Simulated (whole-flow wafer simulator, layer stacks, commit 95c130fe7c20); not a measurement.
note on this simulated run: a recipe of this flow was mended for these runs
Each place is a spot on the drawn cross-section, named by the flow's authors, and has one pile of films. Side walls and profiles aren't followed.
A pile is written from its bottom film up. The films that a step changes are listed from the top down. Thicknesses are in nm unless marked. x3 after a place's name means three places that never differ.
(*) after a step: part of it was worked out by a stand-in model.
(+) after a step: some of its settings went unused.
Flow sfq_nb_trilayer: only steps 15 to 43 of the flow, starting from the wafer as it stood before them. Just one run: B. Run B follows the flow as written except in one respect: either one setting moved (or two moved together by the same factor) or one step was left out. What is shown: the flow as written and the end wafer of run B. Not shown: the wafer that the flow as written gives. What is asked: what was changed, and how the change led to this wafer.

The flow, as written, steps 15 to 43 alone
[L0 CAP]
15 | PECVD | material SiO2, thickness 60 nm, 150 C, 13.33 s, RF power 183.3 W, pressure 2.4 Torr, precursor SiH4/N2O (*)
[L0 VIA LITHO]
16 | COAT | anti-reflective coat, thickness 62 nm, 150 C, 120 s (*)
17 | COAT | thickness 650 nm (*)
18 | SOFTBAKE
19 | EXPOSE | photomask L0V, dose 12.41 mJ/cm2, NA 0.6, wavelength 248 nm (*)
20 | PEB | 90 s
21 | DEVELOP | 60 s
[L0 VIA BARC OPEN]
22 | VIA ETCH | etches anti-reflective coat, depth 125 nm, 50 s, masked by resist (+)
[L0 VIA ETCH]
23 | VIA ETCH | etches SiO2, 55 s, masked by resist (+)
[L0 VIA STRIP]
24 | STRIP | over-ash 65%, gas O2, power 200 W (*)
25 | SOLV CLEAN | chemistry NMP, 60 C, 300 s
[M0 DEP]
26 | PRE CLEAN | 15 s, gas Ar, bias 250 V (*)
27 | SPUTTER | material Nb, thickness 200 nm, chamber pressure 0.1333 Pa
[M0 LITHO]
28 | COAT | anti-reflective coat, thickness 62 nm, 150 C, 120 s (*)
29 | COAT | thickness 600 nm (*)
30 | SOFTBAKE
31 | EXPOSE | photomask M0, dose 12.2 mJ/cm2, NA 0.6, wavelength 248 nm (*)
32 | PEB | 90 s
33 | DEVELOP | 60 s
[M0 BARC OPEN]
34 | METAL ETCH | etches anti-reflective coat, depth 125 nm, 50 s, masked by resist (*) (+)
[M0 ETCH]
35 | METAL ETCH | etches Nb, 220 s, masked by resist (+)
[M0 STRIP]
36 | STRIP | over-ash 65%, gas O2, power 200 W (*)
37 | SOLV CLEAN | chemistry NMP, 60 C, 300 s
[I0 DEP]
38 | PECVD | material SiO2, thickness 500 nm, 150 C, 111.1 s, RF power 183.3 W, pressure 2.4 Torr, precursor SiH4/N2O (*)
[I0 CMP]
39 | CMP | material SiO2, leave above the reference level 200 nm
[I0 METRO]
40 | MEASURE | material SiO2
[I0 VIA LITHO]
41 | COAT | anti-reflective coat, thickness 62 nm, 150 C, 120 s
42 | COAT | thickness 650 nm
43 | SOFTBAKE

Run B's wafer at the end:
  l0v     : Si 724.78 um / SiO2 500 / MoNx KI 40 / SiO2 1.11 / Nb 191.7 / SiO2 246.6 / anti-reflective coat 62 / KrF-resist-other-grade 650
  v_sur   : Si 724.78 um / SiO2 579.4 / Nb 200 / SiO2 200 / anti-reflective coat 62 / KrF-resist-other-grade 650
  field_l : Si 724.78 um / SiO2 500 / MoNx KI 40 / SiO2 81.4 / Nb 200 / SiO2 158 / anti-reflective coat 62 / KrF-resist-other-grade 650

What caused this: step 15, PECVD: thickness 86.44 nm was run, though the flow has thickness 60 nm; step 15, PECVD: 19.21 s was run, where the flow has 13.33 s.

The path from the change to this, step by step:
  15 | PECVD | material SiO2, thickness 60 nm, 150 C, 13.33 s, RF power 183.3 W, pressure 2.4 Torr, precursor SiH4/N2O (*)
      v_sur, via_wl, via_w and 97 more: SiO2 gains 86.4 (it would be, as written: SiO2 gains 60)
      field_l, l0_sur, l0v, l0r_line_l, l0r_line_c, l0r_line_r: SiO2 gains 86.4 (new film) (it would be, as written: SiO2 gains 60 (new film))
  23 | VIA ETCH | etches SiO2, 55 s, masked by resist (+)
      l0v: SiO2 loses 80 (it would be, as written: SiO2 loses 59.7 (all of it), MoNx KI loses 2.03)
  26 | PRE CLEAN | 15 s, gas Ar, bias 250 V (*)
      l0v: SiO2 loses 5 (it would be, as written: MoNx KI loses 2.91)
  28 | COAT | anti-reflective coat, thickness 62 nm, 150 C, 120 s (*)
      ln_m6: anti-reflective coat gains 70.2 (new film) (it would be, as written: anti-reflective coat gains 67.9 (new film))
      lsp_r: anti-reflective coat gains 73.1 (new film) (it would be, as written: anti-reflective coat gains 71.1 (new film))
      (as well as at 2 more places)
  29 | COAT | thickness 600 nm (*)
      l0v: KrF-resist-other-grade gains 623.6 (new film) (it would be, as written: KrF-resist-other-grade gains 609.5 (new film))
  36 | STRIP | over-ash 65%, gas O2, power 200 W (*)
      ln_m6: KrF-resist-other-grade loses 367.5 (all of it), anti-reflective coat loses 70.2 (all of it) (it would be, as written: KrF-resist-other-grade loses 369.9 (all of it), anti-reflective coat loses 67.9 (all of it))
      lsp_r: KrF-resist-other-grade loses 365.3 (all of it), anti-reflective coat loses 73.1 (all of it) (it would be, as written: KrF-resist-other-grade loses 368.6 (all of it), anti-reflective coat loses 71.1 (all of it))
      (as well as at 2 more places)
  39 | CMP | material SiO2, leave above the reference level 200 nm
      l0v: SiO2 loses 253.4 (it would be, as written: SiO2 loses 277.4)
With metal films that touch counted as one body, l0v has 2 bodies (between them, from the top down: SiO2 1.11); the flow as written gives 1 body.
